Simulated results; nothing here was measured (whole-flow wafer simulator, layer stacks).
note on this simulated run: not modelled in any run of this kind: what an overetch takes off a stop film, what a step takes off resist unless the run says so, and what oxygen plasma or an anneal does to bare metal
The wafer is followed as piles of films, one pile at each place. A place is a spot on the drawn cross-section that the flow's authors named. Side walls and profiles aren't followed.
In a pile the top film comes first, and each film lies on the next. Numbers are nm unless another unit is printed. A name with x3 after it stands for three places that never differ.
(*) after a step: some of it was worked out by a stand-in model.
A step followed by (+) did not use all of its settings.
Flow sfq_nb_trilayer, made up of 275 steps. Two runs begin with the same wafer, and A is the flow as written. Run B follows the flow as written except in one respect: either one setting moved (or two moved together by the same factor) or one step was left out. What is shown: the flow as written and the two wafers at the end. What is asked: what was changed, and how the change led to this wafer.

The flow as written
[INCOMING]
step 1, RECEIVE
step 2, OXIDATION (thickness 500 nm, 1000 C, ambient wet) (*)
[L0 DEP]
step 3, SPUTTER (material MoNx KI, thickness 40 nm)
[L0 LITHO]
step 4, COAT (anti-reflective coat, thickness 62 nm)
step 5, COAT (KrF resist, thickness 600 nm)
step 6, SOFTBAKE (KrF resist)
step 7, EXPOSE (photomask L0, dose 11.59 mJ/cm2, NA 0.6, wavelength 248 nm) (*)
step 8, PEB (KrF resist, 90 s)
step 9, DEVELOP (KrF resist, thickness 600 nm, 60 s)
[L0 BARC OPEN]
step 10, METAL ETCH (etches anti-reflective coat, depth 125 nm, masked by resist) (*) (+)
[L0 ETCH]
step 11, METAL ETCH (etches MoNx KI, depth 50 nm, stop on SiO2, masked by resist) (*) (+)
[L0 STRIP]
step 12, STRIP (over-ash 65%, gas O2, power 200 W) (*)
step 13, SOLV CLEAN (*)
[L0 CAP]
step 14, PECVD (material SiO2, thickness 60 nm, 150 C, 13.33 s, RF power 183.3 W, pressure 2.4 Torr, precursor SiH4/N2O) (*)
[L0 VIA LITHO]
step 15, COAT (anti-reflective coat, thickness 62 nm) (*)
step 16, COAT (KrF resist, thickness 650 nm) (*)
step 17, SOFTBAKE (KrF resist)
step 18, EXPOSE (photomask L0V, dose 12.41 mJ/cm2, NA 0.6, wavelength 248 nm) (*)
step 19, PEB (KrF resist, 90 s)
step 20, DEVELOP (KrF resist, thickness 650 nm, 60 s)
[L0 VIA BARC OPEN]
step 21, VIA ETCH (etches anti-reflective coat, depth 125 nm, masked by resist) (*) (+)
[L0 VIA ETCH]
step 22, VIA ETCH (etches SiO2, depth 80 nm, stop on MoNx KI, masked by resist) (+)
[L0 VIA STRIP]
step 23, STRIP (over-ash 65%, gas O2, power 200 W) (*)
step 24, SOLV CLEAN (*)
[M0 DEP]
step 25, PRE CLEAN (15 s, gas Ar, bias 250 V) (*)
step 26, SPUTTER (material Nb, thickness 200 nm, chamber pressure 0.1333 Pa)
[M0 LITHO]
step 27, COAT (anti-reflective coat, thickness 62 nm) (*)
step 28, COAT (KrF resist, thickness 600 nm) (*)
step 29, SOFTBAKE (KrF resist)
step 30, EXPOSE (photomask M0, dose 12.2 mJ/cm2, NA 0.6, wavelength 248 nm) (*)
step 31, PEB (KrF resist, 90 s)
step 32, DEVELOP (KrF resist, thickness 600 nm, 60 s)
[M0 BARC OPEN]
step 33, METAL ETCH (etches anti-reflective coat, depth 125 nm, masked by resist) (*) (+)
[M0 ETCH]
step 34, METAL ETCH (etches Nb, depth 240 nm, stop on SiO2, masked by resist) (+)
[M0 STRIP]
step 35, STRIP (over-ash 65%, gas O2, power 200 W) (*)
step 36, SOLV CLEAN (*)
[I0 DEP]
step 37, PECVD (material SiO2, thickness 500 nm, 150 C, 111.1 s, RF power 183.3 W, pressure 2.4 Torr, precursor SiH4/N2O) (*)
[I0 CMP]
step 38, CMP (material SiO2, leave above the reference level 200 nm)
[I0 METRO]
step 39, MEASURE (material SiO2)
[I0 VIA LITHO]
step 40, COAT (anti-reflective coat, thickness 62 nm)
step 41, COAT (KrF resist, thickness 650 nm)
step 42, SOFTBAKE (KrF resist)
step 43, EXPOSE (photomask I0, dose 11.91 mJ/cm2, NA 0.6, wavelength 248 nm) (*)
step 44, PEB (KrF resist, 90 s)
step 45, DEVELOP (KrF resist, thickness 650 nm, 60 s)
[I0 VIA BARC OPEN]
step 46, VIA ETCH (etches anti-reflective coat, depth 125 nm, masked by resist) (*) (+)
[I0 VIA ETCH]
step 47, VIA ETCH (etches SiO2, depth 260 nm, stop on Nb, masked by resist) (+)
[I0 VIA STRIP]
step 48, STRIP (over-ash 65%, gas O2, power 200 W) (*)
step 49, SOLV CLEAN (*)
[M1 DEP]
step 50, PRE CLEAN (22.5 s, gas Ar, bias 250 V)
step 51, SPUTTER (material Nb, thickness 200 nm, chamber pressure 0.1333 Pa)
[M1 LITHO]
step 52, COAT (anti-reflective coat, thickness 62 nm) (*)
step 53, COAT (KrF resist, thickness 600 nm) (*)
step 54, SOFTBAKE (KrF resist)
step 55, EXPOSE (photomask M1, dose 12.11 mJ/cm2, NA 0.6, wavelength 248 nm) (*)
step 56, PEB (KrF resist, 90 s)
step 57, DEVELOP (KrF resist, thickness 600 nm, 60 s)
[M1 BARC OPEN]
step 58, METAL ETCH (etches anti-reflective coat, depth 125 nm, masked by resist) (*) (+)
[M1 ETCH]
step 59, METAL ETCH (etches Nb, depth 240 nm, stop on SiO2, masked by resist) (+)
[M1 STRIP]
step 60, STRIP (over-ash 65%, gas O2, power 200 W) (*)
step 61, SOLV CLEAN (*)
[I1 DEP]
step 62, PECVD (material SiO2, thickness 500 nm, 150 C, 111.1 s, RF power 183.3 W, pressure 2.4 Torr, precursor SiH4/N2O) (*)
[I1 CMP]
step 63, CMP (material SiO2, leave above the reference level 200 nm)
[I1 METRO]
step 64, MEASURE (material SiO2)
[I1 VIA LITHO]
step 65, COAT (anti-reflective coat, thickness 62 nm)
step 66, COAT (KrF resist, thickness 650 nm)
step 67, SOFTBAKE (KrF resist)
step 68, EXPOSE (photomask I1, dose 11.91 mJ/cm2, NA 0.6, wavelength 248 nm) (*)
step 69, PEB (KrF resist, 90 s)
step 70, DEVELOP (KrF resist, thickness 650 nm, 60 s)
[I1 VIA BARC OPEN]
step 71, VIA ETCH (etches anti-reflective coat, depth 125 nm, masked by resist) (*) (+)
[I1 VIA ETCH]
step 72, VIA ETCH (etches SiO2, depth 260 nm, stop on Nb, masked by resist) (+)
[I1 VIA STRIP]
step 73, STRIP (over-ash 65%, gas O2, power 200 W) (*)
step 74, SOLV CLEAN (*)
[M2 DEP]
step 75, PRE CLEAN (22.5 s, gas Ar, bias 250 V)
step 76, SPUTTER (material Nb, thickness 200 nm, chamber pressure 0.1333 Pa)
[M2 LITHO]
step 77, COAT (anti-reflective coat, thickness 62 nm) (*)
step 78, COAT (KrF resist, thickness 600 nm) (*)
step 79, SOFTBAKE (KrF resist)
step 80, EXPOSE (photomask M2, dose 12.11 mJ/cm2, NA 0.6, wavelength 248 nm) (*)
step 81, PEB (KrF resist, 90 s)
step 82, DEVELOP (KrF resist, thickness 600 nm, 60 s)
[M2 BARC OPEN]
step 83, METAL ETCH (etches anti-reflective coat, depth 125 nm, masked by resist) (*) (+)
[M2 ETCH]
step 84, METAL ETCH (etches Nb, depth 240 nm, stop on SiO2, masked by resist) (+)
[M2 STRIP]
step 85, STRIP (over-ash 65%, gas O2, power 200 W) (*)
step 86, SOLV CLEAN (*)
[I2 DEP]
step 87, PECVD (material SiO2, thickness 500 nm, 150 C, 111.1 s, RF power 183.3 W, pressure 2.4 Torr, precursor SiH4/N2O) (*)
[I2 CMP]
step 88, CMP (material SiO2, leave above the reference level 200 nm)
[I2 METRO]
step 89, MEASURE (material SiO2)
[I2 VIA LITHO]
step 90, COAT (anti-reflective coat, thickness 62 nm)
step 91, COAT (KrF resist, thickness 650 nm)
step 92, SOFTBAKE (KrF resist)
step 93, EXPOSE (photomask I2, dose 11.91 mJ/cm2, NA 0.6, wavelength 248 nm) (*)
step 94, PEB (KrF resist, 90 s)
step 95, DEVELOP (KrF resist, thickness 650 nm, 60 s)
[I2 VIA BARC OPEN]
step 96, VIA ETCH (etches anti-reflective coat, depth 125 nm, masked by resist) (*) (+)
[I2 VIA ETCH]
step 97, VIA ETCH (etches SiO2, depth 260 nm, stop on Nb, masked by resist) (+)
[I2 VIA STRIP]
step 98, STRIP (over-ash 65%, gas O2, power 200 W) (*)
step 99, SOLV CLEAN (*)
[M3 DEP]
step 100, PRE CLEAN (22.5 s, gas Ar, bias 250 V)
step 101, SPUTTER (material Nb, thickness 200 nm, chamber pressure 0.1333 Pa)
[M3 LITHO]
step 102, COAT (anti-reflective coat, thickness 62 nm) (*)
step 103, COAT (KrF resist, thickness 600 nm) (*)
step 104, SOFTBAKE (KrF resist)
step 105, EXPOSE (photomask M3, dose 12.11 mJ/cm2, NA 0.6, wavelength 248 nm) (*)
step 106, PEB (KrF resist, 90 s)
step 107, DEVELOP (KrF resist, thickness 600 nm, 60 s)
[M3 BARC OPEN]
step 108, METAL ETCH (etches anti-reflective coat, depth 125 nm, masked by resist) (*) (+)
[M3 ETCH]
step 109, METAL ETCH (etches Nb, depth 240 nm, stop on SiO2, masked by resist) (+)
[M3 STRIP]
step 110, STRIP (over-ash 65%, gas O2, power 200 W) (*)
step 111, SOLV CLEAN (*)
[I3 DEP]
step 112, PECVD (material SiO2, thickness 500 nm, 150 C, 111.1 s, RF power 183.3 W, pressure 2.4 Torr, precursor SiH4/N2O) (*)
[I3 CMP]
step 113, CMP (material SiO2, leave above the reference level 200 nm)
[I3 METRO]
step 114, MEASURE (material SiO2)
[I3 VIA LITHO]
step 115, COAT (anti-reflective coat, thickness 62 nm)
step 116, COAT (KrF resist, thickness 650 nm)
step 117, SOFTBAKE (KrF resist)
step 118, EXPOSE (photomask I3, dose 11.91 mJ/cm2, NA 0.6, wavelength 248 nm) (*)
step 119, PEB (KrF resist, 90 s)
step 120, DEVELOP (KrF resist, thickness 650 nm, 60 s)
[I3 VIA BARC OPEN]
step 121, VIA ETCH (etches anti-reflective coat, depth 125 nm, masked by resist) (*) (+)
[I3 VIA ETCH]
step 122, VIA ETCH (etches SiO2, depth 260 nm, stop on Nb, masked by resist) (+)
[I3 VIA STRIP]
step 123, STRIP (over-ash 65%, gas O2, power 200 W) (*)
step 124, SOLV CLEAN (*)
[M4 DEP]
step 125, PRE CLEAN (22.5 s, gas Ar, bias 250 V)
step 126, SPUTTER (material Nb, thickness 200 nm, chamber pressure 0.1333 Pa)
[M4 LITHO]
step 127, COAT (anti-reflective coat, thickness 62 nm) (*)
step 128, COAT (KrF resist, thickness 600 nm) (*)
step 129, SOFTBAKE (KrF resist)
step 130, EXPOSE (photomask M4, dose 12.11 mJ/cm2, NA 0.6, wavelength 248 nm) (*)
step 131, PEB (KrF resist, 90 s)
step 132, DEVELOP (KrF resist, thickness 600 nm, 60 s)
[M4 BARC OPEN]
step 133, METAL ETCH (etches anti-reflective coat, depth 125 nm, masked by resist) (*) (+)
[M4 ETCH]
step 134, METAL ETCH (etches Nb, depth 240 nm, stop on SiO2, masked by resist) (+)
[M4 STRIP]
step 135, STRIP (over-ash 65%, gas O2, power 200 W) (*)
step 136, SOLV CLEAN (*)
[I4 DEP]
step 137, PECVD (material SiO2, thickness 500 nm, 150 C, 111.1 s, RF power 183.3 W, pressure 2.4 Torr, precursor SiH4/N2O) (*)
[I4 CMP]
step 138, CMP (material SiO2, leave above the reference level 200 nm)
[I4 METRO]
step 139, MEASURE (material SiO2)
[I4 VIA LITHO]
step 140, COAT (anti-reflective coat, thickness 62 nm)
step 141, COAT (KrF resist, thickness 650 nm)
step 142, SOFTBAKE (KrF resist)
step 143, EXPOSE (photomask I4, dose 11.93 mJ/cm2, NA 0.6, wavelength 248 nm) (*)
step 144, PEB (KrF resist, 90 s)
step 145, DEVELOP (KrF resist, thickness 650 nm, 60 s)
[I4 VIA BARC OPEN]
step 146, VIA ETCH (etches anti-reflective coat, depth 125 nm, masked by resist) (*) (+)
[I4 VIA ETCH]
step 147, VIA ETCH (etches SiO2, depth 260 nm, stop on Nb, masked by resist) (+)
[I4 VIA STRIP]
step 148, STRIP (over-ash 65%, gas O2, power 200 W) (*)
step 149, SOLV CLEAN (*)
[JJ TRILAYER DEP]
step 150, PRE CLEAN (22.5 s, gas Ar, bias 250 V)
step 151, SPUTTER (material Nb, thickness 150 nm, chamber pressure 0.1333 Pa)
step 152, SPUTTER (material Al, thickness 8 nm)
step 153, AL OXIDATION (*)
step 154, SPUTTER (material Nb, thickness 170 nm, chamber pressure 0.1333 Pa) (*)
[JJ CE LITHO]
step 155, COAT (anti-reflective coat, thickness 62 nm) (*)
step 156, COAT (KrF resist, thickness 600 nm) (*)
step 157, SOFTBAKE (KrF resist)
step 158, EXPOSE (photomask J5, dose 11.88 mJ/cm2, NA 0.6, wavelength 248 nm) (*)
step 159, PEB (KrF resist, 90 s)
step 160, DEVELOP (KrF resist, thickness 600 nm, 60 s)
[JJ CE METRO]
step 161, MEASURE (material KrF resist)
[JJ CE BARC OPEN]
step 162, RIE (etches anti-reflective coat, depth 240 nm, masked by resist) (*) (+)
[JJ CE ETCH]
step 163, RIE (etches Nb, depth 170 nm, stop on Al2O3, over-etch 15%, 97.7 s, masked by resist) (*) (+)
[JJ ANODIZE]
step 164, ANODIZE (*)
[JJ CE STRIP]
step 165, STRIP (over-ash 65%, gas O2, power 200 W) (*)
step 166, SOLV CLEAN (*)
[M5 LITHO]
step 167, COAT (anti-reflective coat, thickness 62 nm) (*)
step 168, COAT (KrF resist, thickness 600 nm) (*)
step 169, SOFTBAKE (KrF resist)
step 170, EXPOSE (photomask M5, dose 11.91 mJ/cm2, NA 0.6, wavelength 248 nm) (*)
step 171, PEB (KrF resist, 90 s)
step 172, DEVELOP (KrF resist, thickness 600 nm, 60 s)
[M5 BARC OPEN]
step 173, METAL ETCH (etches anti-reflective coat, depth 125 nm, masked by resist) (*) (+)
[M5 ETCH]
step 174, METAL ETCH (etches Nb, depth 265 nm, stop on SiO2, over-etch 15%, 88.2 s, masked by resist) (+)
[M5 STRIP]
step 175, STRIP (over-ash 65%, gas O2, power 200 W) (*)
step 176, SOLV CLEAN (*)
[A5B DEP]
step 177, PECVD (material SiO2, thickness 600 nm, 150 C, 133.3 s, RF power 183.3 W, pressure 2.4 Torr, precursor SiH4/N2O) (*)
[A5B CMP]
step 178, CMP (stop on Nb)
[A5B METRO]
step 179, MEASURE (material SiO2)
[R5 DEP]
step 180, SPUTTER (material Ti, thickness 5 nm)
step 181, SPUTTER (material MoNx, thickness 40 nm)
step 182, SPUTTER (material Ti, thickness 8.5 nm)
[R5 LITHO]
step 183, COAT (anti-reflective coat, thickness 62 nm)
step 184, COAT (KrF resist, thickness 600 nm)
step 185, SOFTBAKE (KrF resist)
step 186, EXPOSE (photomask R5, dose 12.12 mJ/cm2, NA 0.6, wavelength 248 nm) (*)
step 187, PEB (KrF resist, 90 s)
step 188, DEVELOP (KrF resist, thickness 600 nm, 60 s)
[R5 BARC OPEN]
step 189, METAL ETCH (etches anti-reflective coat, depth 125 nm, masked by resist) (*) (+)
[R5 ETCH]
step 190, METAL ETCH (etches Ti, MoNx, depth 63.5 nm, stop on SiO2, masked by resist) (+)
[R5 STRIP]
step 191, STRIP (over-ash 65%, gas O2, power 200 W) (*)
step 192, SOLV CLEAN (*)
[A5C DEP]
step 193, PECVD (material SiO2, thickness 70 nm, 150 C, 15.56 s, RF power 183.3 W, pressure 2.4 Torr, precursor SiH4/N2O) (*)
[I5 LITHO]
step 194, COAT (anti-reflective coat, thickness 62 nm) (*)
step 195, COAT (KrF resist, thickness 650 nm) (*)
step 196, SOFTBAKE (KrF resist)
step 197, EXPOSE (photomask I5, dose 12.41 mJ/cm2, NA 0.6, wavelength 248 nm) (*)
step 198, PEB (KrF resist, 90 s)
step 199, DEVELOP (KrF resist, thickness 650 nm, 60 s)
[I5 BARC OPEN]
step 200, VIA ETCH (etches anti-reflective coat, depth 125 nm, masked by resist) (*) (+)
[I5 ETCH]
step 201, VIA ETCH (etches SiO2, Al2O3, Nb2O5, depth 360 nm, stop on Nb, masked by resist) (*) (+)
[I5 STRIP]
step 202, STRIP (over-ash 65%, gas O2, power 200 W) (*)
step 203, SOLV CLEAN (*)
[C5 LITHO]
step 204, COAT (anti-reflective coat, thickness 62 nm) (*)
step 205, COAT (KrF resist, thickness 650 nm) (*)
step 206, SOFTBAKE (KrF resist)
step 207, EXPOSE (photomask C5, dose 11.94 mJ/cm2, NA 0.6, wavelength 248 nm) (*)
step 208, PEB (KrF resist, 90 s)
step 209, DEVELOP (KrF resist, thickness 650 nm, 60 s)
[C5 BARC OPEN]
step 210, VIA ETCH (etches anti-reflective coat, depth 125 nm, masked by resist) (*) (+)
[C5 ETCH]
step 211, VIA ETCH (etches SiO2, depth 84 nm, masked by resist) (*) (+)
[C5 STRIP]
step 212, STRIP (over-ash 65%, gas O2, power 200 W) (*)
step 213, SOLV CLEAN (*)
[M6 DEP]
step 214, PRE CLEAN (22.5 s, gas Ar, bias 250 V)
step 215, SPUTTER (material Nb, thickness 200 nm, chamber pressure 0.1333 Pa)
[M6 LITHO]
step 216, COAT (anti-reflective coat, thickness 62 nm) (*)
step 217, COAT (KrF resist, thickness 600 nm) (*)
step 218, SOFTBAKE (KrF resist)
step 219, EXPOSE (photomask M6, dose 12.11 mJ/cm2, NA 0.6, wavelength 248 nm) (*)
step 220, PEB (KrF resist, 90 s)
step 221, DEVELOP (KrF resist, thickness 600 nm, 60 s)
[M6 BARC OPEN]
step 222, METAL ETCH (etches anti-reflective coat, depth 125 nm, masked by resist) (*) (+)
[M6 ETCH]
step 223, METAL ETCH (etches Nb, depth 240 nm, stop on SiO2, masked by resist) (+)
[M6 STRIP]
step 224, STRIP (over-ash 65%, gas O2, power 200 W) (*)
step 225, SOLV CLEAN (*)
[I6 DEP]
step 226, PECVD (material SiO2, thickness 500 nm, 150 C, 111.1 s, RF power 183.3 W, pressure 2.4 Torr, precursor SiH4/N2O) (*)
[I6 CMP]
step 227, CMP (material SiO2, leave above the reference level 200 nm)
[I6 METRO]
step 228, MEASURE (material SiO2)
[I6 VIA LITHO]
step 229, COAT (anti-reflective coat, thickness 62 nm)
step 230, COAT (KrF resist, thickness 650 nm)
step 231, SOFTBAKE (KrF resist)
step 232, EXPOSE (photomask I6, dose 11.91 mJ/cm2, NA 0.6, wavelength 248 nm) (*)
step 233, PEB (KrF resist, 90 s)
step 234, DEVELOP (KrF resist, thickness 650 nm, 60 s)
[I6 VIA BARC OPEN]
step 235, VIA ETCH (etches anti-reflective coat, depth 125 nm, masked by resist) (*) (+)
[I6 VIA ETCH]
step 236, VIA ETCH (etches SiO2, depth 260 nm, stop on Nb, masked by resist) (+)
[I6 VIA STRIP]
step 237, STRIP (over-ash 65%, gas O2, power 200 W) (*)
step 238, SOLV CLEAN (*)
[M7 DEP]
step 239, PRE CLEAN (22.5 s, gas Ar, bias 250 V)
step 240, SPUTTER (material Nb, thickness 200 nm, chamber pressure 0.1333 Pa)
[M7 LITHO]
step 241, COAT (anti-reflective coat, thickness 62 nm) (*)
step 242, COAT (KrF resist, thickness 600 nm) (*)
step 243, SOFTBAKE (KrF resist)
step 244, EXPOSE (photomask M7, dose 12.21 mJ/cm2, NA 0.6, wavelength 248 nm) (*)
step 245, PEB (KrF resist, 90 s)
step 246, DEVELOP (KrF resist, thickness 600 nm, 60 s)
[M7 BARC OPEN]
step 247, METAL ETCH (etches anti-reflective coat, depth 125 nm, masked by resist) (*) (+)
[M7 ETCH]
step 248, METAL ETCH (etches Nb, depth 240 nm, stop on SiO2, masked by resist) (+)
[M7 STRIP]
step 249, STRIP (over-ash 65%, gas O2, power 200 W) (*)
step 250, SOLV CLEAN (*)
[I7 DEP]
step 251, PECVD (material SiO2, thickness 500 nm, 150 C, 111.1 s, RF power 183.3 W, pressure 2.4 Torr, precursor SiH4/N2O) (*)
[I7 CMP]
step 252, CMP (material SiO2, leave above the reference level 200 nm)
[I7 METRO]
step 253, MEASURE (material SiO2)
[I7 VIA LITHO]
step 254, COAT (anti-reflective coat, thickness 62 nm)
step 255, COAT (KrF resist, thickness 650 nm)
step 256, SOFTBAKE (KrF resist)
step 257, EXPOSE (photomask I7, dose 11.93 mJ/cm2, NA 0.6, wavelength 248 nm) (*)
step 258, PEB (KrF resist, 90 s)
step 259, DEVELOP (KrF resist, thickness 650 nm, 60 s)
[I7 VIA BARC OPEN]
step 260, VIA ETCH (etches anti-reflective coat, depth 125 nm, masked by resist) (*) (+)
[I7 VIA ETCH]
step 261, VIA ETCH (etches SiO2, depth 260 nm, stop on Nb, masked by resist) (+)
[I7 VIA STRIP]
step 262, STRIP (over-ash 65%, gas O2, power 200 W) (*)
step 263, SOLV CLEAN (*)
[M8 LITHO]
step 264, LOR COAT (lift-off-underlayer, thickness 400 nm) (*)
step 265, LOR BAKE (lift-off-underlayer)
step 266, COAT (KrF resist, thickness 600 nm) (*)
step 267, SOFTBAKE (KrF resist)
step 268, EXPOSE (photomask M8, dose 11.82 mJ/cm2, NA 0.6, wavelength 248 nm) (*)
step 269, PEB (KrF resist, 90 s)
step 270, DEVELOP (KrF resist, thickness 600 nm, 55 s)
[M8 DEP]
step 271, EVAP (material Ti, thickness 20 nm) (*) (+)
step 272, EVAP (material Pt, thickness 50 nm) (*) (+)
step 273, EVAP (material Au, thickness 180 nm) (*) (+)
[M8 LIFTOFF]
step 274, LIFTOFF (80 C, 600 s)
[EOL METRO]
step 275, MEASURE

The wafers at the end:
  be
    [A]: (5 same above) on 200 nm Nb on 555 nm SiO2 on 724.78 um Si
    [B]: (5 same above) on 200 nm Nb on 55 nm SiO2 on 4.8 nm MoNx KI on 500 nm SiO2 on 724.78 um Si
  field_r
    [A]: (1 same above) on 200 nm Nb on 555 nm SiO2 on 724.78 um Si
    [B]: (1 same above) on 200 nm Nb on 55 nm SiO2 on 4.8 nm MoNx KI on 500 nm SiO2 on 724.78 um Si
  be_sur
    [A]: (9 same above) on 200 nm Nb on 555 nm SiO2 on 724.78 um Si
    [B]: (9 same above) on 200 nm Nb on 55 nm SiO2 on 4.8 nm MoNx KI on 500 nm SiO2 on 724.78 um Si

What caused this: step 3, SPUTTER: thickness 54.8 nm was run, while the flow as written has thickness 40 nm.

How this came from the change, step by step:
  step 3, SPUTTER (material MoNx KI, thickness 40 nm)
      field_l, v_sur, via_wl and 103 more: A +40 MoNx KI (new film) | B +54.8 MoNx KI (new film)
  step 11, METAL ETCH (etches MoNx KI, depth 50 nm, stop on SiO2, masked by resist) (*) (+)
      v_sur, via_wl, via_w and 97 more: A -40 MoNx KI (all of it) | B -50 MoNx KI
  step 14, PECVD (material SiO2, thickness 60 nm, 150 C, 13.33 s, RF power 183.3 W, pressure 2.4 Torr, precursor SiH4/N2O) (*)
      v_sur, via_wl, via_w and 97 more: A +60 SiO2 | B +60 SiO2 (new film)
  step 15, COAT (anti-reflective coat, thickness 62 nm) (*)
      field_l: A +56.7 anti-reflective coat (new film) | B +55.5 anti-reflective coat (new film)
      v_sur: A +72.2 anti-reflective coat (new film) | B +74.9 anti-reflective coat (new film)
      (also at 2 further places)
  step 23, STRIP (over-ash 65%, gas O2, power 200 W) (*)
      field_l: A -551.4 KrF resist (all of it), -56.7 anti-reflective coat (all of it) | B -549.3 KrF resist (all of it), -55.5 anti-reflective coat (all of it)
      v_sur: A -570.5 KrF resist (all of it), -72.2 anti-reflective coat (all of it) | B -573.1 KrF resist (all of it), -74.9 anti-reflective coat (all of it)
      (also at 2 further places)
  step 27, COAT (anti-reflective coat, thickness 62 nm) (*)
      v_sur: A +72.3 anti-reflective coat (new film) | B +75.1 anti-reflective coat (new film)
      l0_sur: A +47.5 anti-reflective coat (new film) | B +46.5 anti-reflective coat (new film)
      (also at 1 further place)
  step 35, STRIP (over-ash 65%, gas O2, power 200 W) (*)
      v_sur: A -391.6 KrF resist (all of it), -72.3 anti-reflective coat (all of it) | B -393.9 KrF resist (all of it), -75.1 anti-reflective coat (all of it)
      l0_sur: A -372 KrF resist (all of it), -47.5 anti-reflective coat (all of it) | B -369.2 KrF resist (all of it), -46.5 anti-reflective coat (all of it)
      (also at 1 further place)
  step 38, CMP (material SiO2, leave above the reference level 200 nm)
      field_l, l0_sur, l0r_line_l, l0r_line_c, l0r_line_r: A -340 SiO2 | B -350 SiO2
      l0v: A -277.8 SiO2 | B -287.8 SiO2
With metal films that touch counted as one body, be has 4 bodies (between them, from the top down: SiO2 503.2; SiO2 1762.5; SiO2 55); the flow as written gives 3 bodies (between them, from the top down: SiO2 503.2; SiO2 1762.5).
With metal films that touch counted as one body, field_r has 2 bodies (between them, from the top down: SiO2 55); the flow as written gives 1 body.
With metal films that touch counted as one body, be_sur has 5 bodies (between them, from the top down: SiO2 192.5; SiO2 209 / Al2O3 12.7 / Nb2O5 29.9; SiO2 1762.5; SiO2 55); the flow as written gives 4 bodies (between them, from the top down: SiO2 192.5; SiO2 209 / Al2O3 12.7 / Nb2O5 29.9; SiO2 1762.5).
